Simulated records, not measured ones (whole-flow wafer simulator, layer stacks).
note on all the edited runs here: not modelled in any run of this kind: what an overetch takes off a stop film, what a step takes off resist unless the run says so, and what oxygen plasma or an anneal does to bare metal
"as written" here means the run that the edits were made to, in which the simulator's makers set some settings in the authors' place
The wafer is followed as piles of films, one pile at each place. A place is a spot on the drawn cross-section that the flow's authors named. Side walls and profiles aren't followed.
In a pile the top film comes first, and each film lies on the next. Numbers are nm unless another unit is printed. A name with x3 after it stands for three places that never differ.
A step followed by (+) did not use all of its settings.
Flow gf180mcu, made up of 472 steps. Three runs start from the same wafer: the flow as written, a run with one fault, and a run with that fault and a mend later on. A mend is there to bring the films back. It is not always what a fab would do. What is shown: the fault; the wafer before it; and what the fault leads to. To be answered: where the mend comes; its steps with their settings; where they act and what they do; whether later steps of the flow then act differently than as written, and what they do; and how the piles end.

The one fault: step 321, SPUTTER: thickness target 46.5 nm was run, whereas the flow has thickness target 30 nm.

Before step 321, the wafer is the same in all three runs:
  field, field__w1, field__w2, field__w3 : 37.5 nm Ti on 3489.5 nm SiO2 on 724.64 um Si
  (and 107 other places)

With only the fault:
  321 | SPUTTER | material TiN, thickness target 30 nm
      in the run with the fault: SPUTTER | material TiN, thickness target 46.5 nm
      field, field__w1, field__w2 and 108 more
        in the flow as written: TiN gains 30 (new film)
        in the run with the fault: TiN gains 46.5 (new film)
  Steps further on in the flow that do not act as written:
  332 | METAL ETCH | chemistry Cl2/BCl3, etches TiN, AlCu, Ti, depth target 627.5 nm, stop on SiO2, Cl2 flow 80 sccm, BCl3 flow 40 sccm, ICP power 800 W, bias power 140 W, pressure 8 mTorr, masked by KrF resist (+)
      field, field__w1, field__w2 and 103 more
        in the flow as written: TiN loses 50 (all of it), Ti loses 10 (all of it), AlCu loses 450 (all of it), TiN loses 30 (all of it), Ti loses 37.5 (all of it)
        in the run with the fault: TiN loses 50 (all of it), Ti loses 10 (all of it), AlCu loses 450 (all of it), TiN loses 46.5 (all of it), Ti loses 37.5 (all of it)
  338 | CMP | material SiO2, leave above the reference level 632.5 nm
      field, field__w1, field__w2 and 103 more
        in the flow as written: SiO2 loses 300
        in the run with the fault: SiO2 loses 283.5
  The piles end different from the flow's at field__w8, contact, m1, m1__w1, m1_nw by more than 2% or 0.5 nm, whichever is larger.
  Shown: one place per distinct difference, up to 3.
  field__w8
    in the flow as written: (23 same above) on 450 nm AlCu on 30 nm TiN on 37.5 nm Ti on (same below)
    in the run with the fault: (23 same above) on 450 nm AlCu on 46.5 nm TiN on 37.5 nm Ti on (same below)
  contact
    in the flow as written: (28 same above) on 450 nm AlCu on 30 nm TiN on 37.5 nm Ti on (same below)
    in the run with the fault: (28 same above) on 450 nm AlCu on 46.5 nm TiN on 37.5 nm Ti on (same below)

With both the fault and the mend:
  The mend follows step 321.
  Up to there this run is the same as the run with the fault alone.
  321a | METAL ETCH | chemistry Cl2/BCl3, etches TiN, AlCu, Ti, depth target 16.5 nm, Cl2 flow 80 sccm, BCl3 flow 40 sccm, ICP power 800 W, bias power 140 W, pressure 8 mTorr (the flow's step 260, run once more with other settings)
      field, field__w1, field__w2 and 108 more
        TiN loses 16.5
  Every later step of the flow that is run acts as written at every place that is followed.
  The piles end the same as the flow's at every place that both follow.
